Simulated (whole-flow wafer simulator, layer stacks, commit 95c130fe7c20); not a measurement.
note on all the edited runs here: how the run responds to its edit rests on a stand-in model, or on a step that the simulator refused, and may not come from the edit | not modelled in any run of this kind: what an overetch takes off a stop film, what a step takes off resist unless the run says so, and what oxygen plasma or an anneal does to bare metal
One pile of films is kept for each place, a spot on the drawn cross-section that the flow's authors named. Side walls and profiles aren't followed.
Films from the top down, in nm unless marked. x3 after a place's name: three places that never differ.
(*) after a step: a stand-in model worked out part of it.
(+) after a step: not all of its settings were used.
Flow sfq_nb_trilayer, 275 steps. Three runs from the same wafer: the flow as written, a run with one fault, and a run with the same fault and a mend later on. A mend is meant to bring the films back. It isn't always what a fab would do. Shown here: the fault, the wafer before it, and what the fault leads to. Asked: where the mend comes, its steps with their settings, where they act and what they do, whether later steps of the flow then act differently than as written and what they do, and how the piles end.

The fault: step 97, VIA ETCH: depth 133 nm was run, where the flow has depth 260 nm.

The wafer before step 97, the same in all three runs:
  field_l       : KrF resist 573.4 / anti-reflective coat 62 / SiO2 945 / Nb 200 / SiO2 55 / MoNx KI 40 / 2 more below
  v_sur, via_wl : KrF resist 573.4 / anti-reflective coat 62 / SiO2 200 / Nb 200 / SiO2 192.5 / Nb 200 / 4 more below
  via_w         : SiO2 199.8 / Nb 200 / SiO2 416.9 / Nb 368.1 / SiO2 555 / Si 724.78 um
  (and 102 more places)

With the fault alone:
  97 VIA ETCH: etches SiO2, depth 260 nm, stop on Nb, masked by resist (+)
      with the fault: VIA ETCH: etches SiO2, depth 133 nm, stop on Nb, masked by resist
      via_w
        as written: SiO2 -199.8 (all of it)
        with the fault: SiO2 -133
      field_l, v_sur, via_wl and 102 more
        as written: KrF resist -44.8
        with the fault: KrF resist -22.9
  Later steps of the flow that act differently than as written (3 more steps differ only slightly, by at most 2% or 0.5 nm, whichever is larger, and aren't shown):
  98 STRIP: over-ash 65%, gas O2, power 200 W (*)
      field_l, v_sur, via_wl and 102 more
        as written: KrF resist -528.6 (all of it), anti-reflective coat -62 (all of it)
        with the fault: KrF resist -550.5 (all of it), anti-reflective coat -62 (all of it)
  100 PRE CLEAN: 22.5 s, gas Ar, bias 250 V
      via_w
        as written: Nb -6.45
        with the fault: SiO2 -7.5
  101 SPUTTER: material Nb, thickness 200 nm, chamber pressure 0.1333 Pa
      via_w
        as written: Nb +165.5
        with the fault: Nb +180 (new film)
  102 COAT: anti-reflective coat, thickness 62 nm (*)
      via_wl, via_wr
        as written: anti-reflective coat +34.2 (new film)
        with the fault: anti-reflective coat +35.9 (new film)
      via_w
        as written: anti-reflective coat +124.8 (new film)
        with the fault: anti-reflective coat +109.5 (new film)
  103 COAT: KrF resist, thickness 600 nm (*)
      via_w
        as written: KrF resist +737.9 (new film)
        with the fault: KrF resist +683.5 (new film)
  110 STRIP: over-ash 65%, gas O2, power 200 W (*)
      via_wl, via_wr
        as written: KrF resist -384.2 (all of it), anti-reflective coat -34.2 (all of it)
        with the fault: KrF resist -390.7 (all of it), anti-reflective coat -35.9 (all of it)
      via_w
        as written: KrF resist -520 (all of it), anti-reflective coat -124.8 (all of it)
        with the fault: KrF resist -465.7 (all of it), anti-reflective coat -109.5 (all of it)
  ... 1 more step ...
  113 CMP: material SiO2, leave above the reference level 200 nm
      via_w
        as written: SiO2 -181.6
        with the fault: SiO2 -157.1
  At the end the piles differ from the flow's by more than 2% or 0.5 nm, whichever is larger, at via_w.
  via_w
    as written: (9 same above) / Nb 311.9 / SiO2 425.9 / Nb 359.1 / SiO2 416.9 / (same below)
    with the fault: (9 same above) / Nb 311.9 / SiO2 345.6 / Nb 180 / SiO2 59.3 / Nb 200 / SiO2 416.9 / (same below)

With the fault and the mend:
  The mend comes after step 98.
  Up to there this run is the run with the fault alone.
  98a COAT: anti-reflective coat, thickness 62 nm (*) (the flow's step 90 once more)
      p4_fl x3, p4_w1 x9, p4_g1 x2 and 63 more
        anti-reflective coat +62 (new film)
      jj_sur, ce_l, c5j and 9 more
        anti-reflective coat +61.8 (new film)
      ln_m5, lsp_m, ln_m6, lsp_r, l0_sur, l0v
        anti-reflective coat +61.9 (new film)
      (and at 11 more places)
  98b COAT: KrF resist, thickness 650 nm (*) (the flow's step 91 once more)
      p4_fl x3, p4_w1 x9, p4_g1 x2 and 63 more
        KrF resist +650 (new film)
      res, r_end, moat and 7 more
        KrF resist +649.6 (new film)
      ce_l, c5j, ce_r
        KrF resist +649.4 (new film)
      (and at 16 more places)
  98c SOFTBAKE: KrF resist (the flow's step 92 once more)
      changes no film at any place that is followed
  98d EXPOSE: photomask I2, dose 11.91 mJ/cm2, NA 0.6, wavelength 248 nm (*) (the flow's step 93 once more)
      changes no film at any place that is followed
  98e PEB: KrF resist, 90 s (the flow's step 94 once more)
      be_sur, gap, jj_sur and 94 more
        KrF resist -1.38
      field_l, v_sur, via_sp
        KrF resist -1.36
      via_v, wire, be
        KrF resist -1.37
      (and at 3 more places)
  98f DEVELOP: KrF resist, thickness 650 nm, 60 s (the flow's step 95 once more)
      field_l, v_sur, via_wl and 102 more
        KrF resist -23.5
      via_w
        KrF resist -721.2 (all of it)
  98g VIA ETCH: etches anti-reflective coat, depth 125 nm, masked by resist (+) (the flow's step 96 once more)
      field_l, v_sur, via_wl and 102 more
        KrF resist -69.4
      via_w
        anti-reflective coat -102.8 (all of it), SiO2 -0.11
  98h VIA ETCH: etches SiO2, depth 127 nm, stop on Nb, masked by resist (+) (the flow's step 97 once more, with other settings)
      field_l, v_sur, via_wl and 102 more
        KrF resist -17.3
      via_w
        SiO2 -66.7 (all of it)
  98i STRIP: over-ash 65%, gas O2, power 200 W (*) (the flow's step 98 once more)
      p4_fl x3, p4_w1 x9, p4_g1 x2 and 63 more
        KrF resist -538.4 (all of it), anti-reflective coat -62 (all of it)
      res, r_end, moat, field_r, lsp_l
        KrF resist -538 (all of it), anti-reflective coat -61.8 (all of it)
      ce_r, sp_r, be_r, r_sur
        KrF resist -537.9 (all of it), anti-reflective coat -61.8 (all of it)
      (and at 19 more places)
  No later step of the flow acts differently than as written at any place that is followed.
  At the end the piles are the same as the flow's at every place that both follow.
